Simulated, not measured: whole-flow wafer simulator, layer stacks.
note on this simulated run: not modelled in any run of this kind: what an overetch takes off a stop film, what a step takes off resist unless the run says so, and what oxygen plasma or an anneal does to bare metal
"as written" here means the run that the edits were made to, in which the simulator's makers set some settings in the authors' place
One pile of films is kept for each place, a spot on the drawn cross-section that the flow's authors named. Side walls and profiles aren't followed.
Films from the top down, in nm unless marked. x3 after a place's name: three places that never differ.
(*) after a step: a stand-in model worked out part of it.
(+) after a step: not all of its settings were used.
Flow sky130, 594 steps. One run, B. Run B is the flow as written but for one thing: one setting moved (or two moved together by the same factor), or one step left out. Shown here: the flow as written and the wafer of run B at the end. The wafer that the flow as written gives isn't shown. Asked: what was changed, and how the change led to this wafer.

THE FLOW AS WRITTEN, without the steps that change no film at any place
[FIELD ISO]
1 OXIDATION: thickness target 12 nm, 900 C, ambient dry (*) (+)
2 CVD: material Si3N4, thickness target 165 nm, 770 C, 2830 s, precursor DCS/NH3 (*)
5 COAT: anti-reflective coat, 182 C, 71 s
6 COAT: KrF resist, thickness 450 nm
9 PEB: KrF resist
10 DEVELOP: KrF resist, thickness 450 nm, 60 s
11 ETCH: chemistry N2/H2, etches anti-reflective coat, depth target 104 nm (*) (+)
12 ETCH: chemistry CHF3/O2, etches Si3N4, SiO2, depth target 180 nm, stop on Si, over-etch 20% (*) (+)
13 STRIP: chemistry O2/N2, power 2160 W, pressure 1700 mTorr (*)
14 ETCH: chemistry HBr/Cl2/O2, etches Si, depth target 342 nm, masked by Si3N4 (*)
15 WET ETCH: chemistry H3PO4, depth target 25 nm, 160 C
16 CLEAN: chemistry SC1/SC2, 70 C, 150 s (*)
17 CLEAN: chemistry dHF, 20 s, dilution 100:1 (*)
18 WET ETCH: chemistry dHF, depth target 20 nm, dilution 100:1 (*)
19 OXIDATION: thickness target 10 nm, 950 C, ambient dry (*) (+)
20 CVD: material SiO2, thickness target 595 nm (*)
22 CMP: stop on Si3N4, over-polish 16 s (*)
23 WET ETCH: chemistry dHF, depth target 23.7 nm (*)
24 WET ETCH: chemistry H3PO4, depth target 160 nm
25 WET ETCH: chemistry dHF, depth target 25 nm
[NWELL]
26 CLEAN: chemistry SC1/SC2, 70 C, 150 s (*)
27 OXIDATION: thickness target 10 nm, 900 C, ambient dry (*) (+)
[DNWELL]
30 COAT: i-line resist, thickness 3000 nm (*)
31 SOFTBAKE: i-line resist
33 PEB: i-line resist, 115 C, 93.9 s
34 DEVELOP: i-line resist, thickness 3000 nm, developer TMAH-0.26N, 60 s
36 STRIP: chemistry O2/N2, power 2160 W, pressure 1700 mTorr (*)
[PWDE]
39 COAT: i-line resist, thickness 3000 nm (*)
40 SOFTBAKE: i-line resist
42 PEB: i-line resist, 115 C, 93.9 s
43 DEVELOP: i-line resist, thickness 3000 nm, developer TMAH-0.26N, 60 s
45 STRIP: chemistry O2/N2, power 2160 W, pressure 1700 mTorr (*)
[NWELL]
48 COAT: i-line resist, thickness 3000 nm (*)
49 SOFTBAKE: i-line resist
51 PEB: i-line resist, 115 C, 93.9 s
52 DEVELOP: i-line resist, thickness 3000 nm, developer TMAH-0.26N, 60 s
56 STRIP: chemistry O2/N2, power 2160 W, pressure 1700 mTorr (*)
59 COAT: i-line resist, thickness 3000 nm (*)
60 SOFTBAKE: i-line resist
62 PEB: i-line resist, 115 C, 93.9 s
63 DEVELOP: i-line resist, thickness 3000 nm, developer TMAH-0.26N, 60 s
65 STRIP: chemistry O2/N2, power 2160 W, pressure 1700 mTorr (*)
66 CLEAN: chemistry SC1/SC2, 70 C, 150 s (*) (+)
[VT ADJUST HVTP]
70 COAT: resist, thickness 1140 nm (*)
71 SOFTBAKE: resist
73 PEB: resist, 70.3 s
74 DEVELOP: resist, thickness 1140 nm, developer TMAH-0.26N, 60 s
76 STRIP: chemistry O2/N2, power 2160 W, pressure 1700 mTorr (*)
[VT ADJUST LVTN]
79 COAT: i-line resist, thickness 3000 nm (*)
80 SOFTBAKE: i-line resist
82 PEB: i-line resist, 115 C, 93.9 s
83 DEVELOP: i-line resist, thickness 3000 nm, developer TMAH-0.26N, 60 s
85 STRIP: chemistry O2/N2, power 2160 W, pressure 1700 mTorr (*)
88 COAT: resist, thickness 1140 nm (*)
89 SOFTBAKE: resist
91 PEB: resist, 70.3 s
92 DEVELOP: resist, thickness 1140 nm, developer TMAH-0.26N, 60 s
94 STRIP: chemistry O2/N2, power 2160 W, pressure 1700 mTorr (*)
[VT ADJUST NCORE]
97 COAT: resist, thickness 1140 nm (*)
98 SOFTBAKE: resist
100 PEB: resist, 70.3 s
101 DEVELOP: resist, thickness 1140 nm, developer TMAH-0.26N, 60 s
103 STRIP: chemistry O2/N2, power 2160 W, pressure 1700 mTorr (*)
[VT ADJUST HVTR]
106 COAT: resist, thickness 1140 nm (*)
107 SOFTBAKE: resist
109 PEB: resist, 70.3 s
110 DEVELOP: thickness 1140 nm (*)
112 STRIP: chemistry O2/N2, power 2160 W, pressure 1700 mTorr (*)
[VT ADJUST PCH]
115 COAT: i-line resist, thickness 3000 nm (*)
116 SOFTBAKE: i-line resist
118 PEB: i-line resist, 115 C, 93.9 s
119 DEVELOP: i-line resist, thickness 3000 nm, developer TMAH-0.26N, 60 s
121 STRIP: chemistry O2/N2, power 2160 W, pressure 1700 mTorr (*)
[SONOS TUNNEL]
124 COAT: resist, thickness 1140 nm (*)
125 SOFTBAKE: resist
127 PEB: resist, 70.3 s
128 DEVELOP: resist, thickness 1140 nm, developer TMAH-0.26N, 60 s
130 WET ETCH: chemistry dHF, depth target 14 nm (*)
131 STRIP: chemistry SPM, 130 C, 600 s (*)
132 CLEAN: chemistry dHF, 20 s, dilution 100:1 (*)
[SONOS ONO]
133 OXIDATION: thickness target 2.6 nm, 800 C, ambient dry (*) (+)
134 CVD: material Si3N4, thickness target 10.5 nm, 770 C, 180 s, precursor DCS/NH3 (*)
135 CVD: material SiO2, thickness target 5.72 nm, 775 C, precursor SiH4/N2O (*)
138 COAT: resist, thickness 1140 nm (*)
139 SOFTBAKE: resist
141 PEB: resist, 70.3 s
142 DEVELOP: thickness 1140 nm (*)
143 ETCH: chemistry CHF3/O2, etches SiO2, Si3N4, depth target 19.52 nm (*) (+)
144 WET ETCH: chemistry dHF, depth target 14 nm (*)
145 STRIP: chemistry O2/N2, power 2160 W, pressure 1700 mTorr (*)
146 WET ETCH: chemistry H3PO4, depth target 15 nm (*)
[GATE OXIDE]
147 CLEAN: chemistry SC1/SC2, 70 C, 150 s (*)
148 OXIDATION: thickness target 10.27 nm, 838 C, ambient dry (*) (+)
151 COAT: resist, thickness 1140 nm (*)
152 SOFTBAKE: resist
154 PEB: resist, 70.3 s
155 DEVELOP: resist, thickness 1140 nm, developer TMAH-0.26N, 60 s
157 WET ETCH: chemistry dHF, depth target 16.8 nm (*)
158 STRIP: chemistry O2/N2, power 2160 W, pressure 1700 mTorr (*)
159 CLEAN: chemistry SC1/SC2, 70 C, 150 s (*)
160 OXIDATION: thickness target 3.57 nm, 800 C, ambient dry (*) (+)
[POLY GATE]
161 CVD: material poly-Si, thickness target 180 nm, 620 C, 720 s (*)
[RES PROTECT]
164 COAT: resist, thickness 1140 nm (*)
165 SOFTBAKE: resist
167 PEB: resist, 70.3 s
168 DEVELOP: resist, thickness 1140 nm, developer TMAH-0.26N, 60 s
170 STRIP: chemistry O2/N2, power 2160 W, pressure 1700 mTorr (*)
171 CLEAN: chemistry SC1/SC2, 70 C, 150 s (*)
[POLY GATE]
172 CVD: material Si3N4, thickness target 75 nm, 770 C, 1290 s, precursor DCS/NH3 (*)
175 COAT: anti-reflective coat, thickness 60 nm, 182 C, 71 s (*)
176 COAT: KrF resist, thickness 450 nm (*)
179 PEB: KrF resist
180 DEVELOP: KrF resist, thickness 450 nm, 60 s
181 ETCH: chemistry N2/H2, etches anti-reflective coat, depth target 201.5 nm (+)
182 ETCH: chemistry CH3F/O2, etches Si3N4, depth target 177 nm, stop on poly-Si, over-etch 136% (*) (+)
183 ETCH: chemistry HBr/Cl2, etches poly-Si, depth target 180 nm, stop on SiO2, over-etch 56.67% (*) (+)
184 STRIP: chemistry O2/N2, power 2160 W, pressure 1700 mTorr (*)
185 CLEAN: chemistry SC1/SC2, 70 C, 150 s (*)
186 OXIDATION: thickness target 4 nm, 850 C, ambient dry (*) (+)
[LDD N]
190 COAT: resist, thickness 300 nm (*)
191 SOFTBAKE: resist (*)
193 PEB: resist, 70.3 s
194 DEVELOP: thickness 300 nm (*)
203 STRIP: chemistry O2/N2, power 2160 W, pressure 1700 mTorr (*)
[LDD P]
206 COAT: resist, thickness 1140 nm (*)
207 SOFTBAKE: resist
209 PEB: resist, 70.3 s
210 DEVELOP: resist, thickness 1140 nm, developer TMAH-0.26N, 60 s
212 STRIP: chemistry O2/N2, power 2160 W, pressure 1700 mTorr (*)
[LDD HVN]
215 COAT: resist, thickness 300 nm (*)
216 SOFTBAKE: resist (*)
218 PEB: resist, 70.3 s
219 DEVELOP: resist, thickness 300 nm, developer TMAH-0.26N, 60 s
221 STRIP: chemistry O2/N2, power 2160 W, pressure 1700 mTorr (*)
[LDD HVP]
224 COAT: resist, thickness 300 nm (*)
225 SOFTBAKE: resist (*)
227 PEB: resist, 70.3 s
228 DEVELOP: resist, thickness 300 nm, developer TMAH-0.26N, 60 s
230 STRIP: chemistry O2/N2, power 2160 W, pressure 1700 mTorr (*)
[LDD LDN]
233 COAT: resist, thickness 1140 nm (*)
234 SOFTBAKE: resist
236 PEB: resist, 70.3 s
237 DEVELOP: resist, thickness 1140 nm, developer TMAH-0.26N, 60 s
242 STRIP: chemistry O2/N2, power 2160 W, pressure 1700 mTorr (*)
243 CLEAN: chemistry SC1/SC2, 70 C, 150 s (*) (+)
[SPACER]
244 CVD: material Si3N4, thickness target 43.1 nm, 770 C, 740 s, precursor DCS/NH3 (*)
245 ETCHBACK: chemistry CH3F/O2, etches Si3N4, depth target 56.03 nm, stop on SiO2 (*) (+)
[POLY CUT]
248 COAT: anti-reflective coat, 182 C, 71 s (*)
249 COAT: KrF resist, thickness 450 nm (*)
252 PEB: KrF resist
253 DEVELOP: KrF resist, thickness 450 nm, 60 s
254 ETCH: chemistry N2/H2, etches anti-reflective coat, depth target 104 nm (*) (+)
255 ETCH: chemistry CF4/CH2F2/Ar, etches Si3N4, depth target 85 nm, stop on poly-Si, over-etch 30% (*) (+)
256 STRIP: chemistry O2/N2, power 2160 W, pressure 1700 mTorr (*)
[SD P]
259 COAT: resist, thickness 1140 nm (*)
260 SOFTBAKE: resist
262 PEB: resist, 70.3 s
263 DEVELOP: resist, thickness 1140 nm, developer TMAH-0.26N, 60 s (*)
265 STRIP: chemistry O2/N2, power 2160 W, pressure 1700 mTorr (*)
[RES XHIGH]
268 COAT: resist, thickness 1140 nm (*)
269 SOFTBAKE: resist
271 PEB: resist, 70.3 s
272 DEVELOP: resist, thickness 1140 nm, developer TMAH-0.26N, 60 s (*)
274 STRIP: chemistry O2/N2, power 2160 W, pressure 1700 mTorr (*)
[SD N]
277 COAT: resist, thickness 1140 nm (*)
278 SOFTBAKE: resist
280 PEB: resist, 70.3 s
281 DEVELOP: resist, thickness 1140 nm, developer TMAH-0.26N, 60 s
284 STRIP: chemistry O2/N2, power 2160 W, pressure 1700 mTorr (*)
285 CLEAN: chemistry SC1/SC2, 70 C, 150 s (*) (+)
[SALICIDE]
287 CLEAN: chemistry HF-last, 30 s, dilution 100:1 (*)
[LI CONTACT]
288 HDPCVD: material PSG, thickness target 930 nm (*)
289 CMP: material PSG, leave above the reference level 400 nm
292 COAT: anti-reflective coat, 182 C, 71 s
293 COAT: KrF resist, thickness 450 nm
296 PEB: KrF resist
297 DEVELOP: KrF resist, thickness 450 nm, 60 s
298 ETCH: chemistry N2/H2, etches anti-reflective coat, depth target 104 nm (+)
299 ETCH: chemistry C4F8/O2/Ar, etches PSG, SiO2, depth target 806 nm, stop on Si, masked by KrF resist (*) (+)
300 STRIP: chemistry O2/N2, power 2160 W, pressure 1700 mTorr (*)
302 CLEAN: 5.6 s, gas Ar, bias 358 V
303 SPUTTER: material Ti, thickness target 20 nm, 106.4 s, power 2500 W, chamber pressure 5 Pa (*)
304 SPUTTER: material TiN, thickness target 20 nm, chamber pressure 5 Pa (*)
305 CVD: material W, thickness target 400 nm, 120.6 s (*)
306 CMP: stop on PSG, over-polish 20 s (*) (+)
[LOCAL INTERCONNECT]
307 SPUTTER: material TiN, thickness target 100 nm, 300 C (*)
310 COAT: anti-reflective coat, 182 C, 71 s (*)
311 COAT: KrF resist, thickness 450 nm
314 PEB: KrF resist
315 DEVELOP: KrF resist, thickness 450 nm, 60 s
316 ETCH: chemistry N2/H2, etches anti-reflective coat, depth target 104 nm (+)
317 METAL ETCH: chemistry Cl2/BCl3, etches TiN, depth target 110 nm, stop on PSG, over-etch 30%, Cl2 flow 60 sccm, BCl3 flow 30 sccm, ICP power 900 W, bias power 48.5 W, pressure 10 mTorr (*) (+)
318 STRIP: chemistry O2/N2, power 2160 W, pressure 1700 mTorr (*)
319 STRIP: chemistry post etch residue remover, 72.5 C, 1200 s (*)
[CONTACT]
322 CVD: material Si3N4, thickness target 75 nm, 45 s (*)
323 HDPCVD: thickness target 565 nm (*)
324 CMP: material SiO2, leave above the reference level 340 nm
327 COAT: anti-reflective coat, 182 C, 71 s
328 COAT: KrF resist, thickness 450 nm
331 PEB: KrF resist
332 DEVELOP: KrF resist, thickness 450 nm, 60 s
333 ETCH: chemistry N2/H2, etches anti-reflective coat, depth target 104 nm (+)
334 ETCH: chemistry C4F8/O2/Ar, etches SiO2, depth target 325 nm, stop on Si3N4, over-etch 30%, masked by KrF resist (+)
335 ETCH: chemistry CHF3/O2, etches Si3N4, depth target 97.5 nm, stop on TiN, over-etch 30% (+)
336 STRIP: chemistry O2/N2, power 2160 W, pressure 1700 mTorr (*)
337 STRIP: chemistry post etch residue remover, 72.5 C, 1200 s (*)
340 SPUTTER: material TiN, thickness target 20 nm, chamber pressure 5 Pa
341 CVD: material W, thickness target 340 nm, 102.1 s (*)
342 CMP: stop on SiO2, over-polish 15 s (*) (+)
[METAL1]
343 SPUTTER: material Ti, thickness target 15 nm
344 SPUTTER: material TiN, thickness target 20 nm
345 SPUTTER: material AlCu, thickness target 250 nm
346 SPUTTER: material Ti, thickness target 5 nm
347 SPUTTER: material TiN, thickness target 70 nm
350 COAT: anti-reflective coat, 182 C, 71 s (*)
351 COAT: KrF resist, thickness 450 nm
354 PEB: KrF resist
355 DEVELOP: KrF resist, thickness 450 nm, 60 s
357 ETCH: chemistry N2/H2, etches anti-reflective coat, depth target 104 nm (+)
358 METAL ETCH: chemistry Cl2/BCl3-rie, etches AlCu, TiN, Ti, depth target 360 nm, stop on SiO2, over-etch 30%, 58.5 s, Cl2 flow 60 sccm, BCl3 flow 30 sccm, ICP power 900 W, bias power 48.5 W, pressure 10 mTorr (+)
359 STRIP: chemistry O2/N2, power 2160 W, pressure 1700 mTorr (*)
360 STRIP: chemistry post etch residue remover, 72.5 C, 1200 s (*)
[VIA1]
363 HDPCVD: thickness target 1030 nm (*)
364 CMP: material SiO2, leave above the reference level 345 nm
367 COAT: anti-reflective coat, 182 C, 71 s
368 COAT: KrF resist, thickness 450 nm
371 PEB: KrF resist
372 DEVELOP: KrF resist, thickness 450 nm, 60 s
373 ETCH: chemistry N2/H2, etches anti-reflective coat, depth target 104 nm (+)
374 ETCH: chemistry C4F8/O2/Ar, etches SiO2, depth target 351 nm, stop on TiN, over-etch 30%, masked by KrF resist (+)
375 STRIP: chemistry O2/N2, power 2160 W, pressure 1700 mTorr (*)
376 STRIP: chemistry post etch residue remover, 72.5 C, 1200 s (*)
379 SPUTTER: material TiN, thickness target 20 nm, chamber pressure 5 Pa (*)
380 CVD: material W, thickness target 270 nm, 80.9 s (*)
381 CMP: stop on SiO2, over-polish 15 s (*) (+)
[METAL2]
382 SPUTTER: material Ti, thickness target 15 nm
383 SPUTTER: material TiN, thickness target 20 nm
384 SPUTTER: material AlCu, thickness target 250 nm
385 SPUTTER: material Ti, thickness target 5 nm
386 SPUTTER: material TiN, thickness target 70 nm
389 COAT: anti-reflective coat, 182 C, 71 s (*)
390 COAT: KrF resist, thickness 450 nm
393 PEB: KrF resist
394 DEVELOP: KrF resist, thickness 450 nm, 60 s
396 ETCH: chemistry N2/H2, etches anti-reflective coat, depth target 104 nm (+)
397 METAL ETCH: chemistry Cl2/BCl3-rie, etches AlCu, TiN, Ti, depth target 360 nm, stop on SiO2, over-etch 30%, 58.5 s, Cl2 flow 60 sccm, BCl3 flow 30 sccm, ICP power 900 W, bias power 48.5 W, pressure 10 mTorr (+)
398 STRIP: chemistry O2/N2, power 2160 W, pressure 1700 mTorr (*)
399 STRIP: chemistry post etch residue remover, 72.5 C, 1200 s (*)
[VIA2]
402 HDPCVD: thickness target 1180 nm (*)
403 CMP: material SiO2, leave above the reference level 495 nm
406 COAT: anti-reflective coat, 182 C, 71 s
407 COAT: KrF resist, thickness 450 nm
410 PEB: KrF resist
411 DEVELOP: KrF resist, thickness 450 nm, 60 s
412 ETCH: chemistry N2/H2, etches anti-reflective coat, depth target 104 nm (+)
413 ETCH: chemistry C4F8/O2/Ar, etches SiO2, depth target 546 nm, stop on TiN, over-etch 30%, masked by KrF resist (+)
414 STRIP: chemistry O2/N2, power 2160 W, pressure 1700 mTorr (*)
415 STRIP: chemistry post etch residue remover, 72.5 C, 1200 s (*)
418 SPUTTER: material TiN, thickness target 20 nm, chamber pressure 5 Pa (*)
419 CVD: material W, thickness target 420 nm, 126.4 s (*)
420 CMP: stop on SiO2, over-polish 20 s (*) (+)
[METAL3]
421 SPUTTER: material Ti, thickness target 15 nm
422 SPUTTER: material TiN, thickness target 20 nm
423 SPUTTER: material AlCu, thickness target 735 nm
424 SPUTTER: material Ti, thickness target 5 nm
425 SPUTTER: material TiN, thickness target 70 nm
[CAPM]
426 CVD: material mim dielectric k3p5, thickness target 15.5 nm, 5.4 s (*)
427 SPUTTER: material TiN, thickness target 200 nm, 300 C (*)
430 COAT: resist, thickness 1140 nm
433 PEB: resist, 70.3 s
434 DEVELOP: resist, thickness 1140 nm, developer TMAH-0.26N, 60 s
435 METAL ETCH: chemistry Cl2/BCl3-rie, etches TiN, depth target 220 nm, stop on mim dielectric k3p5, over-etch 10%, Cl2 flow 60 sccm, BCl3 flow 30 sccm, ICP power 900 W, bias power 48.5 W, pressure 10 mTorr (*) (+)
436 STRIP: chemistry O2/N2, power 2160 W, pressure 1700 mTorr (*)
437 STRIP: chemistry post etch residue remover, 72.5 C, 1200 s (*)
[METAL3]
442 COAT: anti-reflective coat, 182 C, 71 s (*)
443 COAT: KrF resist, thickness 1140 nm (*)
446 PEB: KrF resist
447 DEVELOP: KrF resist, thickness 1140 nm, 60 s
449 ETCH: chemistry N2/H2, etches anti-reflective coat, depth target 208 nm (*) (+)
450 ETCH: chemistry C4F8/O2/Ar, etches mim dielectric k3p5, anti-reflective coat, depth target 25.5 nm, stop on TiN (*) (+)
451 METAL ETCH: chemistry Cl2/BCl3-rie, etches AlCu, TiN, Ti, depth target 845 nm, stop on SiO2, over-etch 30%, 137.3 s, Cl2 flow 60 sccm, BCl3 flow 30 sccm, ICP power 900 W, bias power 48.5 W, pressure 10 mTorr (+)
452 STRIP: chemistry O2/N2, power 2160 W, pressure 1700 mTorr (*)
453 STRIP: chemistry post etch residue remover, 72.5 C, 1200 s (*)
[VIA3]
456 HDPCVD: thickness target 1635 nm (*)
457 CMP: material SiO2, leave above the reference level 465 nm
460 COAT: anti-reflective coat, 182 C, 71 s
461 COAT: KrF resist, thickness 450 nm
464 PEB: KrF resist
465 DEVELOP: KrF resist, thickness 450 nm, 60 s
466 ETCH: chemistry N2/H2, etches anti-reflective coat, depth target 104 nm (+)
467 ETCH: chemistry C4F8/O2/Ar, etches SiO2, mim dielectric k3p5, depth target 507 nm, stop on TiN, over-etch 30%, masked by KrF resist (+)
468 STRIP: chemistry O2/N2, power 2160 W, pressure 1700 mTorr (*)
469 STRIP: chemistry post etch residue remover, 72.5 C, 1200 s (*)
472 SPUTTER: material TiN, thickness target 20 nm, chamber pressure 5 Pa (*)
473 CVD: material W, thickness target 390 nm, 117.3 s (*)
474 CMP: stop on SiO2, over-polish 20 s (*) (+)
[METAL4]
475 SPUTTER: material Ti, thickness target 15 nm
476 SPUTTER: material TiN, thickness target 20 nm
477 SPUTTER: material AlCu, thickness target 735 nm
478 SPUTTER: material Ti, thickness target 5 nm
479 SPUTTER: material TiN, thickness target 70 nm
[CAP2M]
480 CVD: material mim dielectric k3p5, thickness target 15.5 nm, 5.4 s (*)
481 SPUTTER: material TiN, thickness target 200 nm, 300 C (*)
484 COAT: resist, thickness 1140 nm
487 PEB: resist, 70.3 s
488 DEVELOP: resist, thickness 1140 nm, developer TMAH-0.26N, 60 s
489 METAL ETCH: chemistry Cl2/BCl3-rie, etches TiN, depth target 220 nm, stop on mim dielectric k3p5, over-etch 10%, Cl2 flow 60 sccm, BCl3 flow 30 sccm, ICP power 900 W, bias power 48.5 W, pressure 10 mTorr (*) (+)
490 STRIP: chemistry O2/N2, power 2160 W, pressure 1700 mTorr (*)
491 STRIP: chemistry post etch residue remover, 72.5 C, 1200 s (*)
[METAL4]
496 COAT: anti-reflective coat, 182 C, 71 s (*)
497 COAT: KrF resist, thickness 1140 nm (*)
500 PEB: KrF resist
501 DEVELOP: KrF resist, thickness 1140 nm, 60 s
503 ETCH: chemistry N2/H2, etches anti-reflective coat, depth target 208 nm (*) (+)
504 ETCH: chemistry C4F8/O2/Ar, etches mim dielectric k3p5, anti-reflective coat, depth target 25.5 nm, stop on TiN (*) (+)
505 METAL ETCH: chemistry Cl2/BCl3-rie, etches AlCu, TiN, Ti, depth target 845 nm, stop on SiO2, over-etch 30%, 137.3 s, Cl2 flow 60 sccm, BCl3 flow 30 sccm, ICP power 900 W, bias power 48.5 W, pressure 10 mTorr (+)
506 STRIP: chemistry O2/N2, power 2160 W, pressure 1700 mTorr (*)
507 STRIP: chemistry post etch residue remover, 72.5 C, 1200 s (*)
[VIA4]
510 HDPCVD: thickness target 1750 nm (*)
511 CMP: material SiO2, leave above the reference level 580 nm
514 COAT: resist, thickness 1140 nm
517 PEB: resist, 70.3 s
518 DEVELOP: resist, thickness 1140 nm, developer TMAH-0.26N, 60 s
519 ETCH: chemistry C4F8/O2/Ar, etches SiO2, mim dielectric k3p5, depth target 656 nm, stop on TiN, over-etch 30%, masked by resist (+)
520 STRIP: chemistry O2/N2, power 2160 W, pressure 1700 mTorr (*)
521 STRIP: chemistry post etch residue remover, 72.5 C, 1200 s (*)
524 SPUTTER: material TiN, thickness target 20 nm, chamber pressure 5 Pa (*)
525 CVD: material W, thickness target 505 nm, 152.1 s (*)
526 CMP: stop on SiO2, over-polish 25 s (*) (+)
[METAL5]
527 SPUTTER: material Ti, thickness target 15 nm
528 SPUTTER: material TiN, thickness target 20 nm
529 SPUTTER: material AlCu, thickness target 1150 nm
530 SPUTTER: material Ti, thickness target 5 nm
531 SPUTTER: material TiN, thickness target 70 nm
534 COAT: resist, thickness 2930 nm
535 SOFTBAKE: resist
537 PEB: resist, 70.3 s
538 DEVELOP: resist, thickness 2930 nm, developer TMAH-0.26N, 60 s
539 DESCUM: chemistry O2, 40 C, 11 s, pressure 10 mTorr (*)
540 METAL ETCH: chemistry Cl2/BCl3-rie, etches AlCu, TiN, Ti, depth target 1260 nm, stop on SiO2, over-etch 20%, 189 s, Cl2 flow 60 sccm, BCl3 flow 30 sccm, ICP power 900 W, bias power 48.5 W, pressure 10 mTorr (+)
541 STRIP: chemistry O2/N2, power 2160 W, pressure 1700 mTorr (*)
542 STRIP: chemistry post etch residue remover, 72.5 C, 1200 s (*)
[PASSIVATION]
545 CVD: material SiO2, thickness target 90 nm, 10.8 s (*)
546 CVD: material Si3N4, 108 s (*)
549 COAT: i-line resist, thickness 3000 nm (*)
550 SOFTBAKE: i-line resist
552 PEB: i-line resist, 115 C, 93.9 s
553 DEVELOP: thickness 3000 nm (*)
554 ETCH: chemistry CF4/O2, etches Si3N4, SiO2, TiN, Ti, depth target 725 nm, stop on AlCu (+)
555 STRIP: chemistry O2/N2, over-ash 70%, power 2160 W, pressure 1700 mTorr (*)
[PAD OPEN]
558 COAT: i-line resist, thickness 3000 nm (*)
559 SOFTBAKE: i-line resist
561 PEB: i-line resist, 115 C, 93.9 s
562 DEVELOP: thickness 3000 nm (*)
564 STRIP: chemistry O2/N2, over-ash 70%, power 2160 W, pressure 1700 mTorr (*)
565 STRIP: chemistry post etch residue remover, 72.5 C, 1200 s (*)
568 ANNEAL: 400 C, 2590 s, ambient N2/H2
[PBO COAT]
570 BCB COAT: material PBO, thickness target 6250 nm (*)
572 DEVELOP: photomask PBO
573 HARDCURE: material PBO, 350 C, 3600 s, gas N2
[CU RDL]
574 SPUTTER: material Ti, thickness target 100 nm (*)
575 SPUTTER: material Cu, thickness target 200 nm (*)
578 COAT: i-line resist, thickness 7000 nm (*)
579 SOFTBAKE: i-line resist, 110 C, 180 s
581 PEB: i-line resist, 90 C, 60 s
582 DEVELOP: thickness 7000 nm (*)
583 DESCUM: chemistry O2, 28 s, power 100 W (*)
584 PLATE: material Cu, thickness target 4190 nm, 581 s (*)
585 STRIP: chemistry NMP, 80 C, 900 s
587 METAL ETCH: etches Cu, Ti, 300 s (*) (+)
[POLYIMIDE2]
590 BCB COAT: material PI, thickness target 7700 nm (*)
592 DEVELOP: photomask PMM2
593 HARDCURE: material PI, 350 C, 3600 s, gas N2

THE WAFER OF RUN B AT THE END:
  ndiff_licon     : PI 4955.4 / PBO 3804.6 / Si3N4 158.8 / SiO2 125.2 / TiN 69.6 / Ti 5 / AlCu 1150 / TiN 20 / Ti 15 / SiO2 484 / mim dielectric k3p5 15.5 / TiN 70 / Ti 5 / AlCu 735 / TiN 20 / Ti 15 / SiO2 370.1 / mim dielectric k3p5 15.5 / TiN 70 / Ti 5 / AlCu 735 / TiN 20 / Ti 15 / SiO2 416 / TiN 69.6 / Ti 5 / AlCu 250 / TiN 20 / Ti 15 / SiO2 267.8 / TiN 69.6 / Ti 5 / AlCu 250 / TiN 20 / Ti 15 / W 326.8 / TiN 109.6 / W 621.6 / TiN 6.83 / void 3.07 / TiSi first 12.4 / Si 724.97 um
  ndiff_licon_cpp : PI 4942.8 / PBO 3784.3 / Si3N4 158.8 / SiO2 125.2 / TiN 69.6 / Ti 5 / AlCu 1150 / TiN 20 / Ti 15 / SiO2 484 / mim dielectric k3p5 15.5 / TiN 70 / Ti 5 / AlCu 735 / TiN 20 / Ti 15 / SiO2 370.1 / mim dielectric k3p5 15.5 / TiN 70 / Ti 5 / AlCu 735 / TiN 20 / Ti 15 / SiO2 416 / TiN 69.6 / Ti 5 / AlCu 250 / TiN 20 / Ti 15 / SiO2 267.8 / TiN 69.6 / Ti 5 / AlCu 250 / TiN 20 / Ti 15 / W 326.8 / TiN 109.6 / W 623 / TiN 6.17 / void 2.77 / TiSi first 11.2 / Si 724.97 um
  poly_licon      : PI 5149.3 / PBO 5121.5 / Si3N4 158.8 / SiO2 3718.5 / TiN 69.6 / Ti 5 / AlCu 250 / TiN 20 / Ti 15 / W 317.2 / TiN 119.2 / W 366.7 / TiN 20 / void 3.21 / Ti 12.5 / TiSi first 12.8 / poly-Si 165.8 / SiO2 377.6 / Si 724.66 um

The cause: step 568, ANNEAL: 430 C was run, where the flow has 400 C.

How the change led to this, step by step:
  568 ANNEAL: 400 C, 2590 s, ambient N2/H2
      ndiff_licon: under 37 films: void +3.07 (new film), TiSi first +12.4 (new film), Ti -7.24 (all of it), Si -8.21 (as written it would be: under 37 films: void +1.63 (new film), Ti -3.85, TiSi first +6.58 (new film), Si -4.36)
      ndiff_licon_cpp: under 37 films: void +2.77 (new film), TiSi first +11.2 (new film), Ti -6.53 (all of it), Si -7.41 (as written it would be: under 37 films: void +1.63 (new film), Ti -3.85, TiSi first +6.58 (new film), Si -4.36)
      (and at 2 more places)
Counting metal films that touch as one body, ndiff_licon has 5 bodies (between them, from the top down: SiO2 484 / mim dielectric k3p5 15.5; SiO2 370.1 / mim dielectric k3p5 15.5; SiO2 416; SiO2 267.8); the flow as written gives 6 bodies (between them, from the top down: SiO2 484 / mim dielectric k3p5 15.5; SiO2 370.1 / mim dielectric k3p5 15.5; SiO2 416; SiO2 267.8; void 1.78).
Counting metal films that touch as one body, ndiff_licon_cpp has 5 bodies (between them, from the top down: SiO2 484 / mim dielectric k3p5 15.5; SiO2 370.1 / mim dielectric k3p5 15.5; SiO2 416; SiO2 267.8); the flow as written gives 6 bodies (between them, from the top down: SiO2 484 / mim dielectric k3p5 15.5; SiO2 370.1 / mim dielectric k3p5 15.5; SiO2 416; SiO2 267.8; void 1.78).
